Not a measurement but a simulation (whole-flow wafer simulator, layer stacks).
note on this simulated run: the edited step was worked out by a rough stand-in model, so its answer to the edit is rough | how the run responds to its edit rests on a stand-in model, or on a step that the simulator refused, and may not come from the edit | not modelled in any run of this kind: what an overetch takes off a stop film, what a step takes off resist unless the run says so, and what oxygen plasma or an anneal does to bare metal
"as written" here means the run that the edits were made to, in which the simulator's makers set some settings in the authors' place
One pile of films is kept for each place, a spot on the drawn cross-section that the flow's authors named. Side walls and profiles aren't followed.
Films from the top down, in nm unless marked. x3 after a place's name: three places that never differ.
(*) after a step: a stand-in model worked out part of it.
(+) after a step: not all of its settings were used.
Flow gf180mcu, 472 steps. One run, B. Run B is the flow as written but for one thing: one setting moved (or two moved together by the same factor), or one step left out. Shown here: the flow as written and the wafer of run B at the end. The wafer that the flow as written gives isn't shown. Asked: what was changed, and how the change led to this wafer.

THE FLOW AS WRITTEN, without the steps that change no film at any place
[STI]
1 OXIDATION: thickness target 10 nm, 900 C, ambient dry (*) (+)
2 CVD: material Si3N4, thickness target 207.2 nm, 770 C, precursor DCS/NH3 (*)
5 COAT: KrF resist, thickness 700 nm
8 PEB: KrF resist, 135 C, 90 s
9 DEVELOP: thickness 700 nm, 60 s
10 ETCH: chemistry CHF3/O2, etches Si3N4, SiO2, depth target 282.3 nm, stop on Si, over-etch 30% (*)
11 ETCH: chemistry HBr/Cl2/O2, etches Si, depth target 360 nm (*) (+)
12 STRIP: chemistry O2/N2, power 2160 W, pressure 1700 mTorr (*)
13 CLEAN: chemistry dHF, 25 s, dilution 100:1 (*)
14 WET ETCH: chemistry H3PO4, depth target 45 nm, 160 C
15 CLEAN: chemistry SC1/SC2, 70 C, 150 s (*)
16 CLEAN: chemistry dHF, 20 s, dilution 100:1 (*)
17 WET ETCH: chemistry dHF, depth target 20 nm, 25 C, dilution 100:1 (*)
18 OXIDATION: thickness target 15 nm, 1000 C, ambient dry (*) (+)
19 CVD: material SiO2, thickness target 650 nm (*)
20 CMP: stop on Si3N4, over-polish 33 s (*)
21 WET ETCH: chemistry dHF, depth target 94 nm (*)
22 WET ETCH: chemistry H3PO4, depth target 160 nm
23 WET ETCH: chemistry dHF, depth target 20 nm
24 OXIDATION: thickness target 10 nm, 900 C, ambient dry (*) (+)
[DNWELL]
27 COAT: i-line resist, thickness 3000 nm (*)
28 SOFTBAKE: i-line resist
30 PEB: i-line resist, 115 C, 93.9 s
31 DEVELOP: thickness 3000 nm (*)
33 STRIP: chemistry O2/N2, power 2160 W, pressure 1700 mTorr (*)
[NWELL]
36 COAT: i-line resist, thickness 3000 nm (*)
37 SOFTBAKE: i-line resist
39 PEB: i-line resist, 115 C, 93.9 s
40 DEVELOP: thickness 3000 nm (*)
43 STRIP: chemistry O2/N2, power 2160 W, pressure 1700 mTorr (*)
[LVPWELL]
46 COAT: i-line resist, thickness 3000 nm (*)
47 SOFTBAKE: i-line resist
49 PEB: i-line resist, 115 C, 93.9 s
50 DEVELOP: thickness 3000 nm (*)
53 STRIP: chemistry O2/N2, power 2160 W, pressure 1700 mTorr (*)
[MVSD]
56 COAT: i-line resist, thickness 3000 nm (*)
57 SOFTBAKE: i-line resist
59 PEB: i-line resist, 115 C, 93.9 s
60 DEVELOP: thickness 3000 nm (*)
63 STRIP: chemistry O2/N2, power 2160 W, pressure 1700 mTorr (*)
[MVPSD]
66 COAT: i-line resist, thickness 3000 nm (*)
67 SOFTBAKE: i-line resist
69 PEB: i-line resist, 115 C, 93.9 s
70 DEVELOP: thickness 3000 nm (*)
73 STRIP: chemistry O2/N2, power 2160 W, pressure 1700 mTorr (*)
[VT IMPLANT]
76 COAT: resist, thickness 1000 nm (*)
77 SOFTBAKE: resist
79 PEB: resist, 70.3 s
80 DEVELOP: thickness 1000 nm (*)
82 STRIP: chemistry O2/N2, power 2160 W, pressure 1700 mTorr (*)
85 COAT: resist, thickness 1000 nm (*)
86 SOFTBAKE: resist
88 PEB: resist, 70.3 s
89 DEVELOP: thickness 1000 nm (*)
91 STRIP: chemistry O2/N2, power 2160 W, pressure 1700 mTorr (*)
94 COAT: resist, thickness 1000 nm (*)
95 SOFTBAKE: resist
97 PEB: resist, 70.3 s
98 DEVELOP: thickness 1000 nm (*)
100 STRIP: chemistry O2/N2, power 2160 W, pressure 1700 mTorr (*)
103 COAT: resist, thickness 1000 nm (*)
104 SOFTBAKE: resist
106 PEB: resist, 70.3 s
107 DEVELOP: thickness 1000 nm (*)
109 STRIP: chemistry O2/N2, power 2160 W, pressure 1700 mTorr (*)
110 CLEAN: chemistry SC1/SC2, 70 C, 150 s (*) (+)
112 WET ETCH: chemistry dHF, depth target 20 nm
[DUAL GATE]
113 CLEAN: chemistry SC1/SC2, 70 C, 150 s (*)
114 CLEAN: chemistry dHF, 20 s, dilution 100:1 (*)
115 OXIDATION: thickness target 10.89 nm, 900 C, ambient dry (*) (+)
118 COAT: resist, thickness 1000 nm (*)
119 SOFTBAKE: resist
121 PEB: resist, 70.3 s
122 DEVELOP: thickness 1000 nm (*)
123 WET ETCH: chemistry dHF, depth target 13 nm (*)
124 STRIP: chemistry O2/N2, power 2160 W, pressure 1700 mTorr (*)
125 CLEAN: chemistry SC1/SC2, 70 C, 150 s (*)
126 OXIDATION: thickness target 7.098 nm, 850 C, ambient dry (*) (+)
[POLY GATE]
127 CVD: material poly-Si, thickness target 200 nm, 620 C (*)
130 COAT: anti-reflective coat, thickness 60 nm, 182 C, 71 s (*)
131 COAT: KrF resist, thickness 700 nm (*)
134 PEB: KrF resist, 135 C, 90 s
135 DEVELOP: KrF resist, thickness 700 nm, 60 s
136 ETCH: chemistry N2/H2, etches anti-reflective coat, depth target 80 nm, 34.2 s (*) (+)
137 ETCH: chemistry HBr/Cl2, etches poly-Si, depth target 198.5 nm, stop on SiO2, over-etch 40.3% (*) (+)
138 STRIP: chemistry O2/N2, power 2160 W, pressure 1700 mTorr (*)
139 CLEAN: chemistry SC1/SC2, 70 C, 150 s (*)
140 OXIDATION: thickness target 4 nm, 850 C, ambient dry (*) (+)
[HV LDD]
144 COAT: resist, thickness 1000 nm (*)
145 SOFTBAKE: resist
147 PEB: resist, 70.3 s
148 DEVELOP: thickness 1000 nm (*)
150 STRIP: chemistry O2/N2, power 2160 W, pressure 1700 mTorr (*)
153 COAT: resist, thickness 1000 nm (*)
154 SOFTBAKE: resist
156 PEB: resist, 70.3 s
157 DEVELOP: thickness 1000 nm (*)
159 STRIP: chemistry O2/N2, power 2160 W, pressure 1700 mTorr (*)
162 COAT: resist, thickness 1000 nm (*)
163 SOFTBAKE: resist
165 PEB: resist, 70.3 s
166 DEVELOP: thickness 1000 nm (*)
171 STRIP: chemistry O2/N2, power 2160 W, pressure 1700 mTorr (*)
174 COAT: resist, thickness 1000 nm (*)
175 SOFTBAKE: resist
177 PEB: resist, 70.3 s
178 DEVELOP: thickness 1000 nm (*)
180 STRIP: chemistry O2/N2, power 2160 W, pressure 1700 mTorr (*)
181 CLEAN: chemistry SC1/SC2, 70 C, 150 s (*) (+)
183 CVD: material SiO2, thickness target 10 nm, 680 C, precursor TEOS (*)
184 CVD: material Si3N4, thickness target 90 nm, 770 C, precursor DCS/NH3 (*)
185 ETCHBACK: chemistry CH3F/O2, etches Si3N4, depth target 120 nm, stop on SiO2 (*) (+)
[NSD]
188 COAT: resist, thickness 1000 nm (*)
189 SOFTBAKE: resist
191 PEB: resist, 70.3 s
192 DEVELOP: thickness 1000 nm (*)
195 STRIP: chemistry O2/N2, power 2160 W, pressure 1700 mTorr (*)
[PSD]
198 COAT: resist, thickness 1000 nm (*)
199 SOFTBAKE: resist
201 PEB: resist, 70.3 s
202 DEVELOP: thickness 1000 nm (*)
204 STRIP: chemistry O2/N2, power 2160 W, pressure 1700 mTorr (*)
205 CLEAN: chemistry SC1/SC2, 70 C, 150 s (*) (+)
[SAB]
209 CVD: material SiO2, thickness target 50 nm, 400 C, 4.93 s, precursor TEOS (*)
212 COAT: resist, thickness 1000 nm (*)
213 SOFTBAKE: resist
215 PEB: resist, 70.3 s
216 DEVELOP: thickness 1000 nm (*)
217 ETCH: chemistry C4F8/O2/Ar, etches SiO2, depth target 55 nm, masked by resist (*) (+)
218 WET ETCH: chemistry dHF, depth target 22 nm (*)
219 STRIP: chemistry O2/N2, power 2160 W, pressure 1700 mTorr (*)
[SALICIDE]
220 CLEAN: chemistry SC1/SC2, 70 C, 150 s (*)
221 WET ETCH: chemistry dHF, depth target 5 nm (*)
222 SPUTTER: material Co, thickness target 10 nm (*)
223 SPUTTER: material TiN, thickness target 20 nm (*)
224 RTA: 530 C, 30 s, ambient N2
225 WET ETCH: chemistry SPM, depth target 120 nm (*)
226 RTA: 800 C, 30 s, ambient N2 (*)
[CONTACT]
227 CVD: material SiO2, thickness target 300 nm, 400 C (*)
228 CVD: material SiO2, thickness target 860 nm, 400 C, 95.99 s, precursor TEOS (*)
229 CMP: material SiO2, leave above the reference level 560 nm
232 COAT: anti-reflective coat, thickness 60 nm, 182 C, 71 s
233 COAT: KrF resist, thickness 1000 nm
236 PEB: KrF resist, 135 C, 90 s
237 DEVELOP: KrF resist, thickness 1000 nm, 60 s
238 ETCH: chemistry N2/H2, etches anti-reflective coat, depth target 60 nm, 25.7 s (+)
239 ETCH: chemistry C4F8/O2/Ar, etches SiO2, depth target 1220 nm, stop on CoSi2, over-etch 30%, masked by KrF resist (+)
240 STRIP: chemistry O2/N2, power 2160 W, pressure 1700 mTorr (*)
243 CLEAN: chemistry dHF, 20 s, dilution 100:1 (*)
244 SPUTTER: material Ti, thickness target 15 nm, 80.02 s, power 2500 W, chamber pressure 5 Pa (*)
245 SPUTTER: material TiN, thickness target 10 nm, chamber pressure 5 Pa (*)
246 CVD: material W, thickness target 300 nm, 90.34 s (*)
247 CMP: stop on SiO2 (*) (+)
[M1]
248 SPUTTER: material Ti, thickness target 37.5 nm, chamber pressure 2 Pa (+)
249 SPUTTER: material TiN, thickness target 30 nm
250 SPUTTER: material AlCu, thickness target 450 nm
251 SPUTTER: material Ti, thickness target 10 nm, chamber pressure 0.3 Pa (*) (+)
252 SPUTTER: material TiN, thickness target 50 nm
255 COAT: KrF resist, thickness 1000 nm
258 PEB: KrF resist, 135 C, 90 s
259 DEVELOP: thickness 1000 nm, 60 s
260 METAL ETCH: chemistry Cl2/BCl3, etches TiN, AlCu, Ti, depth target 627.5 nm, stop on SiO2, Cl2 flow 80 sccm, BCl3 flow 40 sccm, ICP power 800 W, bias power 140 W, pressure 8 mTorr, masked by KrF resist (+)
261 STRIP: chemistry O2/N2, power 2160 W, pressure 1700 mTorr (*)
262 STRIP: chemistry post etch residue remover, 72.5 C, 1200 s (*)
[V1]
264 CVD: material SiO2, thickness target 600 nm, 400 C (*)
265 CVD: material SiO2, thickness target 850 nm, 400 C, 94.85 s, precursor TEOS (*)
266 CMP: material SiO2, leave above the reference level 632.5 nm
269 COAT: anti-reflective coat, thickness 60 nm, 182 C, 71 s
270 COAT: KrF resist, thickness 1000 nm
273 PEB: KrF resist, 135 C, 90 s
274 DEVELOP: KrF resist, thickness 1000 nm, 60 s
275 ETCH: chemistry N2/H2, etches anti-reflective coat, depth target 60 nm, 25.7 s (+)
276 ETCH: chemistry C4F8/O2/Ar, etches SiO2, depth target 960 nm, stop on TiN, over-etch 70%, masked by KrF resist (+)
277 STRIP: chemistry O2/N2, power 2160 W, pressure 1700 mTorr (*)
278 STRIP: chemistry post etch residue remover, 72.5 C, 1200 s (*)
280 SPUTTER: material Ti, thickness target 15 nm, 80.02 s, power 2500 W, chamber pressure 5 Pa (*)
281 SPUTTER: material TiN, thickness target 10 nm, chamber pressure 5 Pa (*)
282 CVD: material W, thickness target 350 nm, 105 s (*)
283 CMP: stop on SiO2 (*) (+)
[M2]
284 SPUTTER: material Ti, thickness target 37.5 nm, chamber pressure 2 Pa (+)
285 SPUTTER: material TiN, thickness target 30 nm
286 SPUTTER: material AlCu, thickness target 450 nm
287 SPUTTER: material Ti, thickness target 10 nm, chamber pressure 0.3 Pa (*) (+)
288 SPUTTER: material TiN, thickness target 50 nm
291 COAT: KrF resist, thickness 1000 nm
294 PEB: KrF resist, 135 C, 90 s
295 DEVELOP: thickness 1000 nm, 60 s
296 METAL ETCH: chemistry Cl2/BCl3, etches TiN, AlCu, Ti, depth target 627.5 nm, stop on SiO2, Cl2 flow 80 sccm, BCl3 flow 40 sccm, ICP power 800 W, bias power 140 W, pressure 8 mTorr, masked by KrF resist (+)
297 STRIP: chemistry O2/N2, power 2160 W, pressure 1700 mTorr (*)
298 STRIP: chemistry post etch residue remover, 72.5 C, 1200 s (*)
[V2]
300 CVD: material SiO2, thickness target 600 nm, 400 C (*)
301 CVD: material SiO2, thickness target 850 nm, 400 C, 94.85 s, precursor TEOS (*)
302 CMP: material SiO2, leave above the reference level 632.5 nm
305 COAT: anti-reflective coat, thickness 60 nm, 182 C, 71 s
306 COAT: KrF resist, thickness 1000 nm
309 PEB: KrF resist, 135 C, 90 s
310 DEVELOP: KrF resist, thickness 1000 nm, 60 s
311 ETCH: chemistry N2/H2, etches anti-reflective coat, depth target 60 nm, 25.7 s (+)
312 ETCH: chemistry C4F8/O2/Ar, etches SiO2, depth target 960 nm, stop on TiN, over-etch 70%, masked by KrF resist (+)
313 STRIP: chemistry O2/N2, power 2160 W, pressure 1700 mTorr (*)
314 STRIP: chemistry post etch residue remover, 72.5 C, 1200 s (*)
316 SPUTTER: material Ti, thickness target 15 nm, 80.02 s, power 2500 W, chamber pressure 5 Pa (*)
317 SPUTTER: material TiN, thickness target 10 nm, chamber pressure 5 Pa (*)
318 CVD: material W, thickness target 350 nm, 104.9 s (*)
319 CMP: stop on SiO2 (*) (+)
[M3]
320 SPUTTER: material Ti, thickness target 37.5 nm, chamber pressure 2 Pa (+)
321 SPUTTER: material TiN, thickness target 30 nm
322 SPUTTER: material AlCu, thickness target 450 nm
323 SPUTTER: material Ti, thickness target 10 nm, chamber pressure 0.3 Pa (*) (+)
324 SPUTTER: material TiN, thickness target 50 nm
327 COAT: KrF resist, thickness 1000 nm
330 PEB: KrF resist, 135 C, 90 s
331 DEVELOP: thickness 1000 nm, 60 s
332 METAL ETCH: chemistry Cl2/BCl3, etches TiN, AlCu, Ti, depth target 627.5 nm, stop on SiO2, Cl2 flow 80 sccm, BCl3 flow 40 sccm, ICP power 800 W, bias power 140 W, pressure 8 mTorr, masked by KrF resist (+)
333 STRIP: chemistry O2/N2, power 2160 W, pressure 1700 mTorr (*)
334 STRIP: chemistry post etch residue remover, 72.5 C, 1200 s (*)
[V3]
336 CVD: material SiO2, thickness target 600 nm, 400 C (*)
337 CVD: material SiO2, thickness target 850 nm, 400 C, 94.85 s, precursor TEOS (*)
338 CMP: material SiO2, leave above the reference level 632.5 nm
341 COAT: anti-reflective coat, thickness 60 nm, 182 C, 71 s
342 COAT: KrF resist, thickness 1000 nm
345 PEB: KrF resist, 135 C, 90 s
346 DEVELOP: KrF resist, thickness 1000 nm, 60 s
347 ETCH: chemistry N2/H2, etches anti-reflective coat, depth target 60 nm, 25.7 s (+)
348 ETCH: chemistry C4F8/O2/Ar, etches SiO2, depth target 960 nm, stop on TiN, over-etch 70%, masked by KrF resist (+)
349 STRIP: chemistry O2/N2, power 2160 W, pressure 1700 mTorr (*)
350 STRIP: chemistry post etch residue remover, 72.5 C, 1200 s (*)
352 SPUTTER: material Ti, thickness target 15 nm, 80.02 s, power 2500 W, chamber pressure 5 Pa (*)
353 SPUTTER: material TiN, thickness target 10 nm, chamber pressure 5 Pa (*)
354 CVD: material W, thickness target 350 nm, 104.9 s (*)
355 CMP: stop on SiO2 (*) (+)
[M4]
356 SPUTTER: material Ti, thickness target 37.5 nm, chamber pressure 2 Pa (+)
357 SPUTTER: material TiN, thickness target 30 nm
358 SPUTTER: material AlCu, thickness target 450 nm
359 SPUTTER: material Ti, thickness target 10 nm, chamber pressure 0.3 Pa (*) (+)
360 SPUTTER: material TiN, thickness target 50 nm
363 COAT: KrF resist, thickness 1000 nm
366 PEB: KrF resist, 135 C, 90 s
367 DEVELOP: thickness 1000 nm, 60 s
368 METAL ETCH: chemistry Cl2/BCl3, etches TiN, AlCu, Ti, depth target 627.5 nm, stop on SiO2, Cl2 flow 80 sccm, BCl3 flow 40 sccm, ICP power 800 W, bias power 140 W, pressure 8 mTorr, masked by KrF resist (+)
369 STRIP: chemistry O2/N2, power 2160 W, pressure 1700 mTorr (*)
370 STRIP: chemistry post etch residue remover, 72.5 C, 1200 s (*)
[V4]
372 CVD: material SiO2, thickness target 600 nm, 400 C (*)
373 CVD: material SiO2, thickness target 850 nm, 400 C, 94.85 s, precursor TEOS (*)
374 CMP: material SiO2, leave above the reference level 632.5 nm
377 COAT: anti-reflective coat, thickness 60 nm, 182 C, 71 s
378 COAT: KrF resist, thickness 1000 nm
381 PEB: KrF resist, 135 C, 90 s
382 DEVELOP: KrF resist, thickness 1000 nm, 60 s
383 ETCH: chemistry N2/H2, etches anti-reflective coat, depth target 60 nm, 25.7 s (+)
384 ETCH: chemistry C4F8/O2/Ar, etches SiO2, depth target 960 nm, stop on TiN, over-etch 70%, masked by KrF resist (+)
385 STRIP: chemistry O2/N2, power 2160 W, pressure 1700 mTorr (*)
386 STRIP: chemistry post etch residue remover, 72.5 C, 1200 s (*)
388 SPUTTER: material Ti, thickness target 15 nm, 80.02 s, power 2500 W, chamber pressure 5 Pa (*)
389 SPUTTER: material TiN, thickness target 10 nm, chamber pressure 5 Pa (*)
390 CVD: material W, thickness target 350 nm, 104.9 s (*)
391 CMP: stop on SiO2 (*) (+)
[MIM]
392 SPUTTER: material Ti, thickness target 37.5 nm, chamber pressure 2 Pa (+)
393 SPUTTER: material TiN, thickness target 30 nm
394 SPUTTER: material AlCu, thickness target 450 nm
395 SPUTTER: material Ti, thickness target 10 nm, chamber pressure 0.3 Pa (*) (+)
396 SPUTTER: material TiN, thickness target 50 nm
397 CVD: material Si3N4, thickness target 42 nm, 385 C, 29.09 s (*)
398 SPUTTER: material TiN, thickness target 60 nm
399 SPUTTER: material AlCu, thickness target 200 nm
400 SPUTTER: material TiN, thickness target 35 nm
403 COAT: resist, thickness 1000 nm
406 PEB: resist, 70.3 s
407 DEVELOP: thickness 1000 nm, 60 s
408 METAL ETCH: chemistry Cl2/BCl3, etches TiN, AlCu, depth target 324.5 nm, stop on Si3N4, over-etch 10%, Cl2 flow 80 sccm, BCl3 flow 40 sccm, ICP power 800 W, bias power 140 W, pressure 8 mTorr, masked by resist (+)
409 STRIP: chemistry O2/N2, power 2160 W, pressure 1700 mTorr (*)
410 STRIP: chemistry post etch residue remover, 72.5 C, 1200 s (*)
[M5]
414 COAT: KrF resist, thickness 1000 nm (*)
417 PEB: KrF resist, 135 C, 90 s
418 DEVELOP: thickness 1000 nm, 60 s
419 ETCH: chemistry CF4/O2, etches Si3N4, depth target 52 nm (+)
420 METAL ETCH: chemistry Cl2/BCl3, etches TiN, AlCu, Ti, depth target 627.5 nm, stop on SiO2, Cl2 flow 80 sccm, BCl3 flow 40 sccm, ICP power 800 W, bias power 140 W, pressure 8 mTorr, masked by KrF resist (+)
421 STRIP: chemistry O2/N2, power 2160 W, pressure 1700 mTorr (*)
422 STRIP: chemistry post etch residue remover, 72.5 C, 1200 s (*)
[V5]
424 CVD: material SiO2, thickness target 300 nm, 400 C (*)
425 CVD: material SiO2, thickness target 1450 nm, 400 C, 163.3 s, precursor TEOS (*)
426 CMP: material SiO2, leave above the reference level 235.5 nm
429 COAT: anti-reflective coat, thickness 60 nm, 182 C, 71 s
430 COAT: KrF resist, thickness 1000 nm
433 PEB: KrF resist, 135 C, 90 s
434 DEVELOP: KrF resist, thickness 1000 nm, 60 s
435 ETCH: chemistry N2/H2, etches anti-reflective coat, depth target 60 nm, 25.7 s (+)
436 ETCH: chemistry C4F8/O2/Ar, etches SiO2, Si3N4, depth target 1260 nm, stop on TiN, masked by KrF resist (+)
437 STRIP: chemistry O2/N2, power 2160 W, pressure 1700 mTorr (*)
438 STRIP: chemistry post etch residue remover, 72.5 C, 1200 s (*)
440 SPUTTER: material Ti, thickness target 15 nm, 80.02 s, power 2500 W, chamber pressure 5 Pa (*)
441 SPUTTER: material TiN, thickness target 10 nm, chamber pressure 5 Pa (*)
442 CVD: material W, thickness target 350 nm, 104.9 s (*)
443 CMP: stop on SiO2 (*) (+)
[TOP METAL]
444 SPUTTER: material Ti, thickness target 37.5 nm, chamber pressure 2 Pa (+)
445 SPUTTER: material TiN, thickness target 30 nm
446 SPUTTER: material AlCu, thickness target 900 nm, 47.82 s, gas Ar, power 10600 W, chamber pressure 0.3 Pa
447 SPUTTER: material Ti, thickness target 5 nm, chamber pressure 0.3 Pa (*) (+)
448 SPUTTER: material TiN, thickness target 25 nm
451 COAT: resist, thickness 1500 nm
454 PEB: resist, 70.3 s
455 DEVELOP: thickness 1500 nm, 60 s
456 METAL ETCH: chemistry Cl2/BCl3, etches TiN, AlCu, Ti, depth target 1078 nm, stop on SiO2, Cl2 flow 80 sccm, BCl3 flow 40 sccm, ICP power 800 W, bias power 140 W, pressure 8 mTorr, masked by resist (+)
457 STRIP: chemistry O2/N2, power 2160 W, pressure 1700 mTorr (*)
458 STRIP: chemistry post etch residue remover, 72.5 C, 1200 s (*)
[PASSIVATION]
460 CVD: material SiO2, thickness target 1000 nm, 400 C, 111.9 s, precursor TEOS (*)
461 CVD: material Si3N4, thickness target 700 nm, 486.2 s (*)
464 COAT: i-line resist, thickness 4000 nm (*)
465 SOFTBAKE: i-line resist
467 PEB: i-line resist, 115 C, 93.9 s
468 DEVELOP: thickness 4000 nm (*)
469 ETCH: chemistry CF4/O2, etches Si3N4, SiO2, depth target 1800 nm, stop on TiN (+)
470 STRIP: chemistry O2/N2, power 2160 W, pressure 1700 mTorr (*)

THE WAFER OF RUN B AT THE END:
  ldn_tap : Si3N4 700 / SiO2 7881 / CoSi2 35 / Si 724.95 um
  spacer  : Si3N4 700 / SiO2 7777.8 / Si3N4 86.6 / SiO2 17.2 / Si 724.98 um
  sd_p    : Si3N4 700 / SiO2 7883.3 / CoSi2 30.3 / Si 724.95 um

The cause: step 209, CVD: thickness target 78.8 nm was run, where the flow has thickness target 50 nm; step 209, CVD: 7.765 s was run, where the flow has 4.93 s.

How the change led to this, step by step:
  209 CVD: material SiO2, thickness target 50 nm, 400 C, 4.93 s, precursor TEOS (*)
      field, field__w7, field__w8 and 73 more: SiO2 +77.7 (as written it would be: SiO2 +50)
      field_sub__w1, field_sub__w3, field_sub__w4, field_sub__w5, ld_drift_n, nplus_u: SiO2 +76 (as written it would be: SiO2 +48.9)
      (and at 27 more places)
  217 ETCH: chemistry C4F8/O2/Ar, etches SiO2, depth target 55 nm, masked by resist (*) (+)
      spacer: SiO2 -55 (as written it would be: SiO2 -50 (all of it), Si3N4 -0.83)
  218 WET ETCH: chemistry dHF, depth target 22 nm (*)
      ldn_tap, ldp_src, ldp_drn, ldp_gr: SiO2 -40.6 (as written it would be: SiO2 -16 (all of it))
      ldn_src, ldn_drn, ldp_tap: SiO2 -40.7 (as written it would be: SiO2 -16 (all of it))
      (and at 93 more places)
  219 STRIP: chemistry O2/N2, power 2160 W, pressure 1700 mTorr (*)
      active_hv, active_nat, ld_sd_n and 11 more: nothing (as written it would be: chemical SiO2 +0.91 (new film), Si -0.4)
  221 WET ETCH: chemistry dHF, depth target 5 nm (*)
      ldn_tap, ldp_src, ldp_drn, ldp_gr: SiO2 -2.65 (all of it) (as written it would be: chemical SiO2 -0.76 (all of it))
      ldn_src, ldn_drn, ldp_tap: SiO2 -2.64 (all of it) (as written it would be: chemical SiO2 -0.76 (all of it))
      (and at 7 more places)
  223 SPUTTER: material TiN, thickness target 20 nm (*)
      field__w12: TiN +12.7 (new film) (as written it would be: TiN +12 (new film))
      sd_p: TiN +17 (new film) (as written it would be: TiN +17.9 (new film))
      (and at 1 more place)
  224 RTA: 530 C, 30 s, ambient N2
      sd_p: under 1 film: CoSi +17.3 (new film), Co -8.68 (all of it), Si -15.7 (as written it would be: under 1 film: CoSi +18.1 (new film), Co -9.09 (all of it), Si -16.5)
  225 WET ETCH: chemistry SPM, depth target 120 nm (*)
      field__w12: TiN -12.7 (all of it), Co -6.46 (all of it) (as written it would be: TiN -12 (all of it), Co -6.15 (all of it))
      sd_p: TiN -17 (all of it) (as written it would be: TiN -17.9 (all of it))
      (and at 1 more place)
  226 RTA: 800 C, 30 s, ambient N2 (*)
      sd_p: CoSi2 +30.3 (new film), CoSi -17.3 (all of it), Si -15.7 (as written it would be: CoSi2 +31.8 (new film), CoSi -18.1 (all of it), Si -16.5)
  229 CMP: material SiO2, leave above the reference level 560 nm
      ldn_sep__w1, ldn_sep__w2, ldn_dft and 8 more: SiO2 -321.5 (as written it would be: SiO2 -311)
      sti, mim_1p0, pad, dice_street, iso_nw_fld, iso_fld_sub: SiO2 -307.3 (as written it would be: SiO2 -296.8)
      (and at 45 more places)
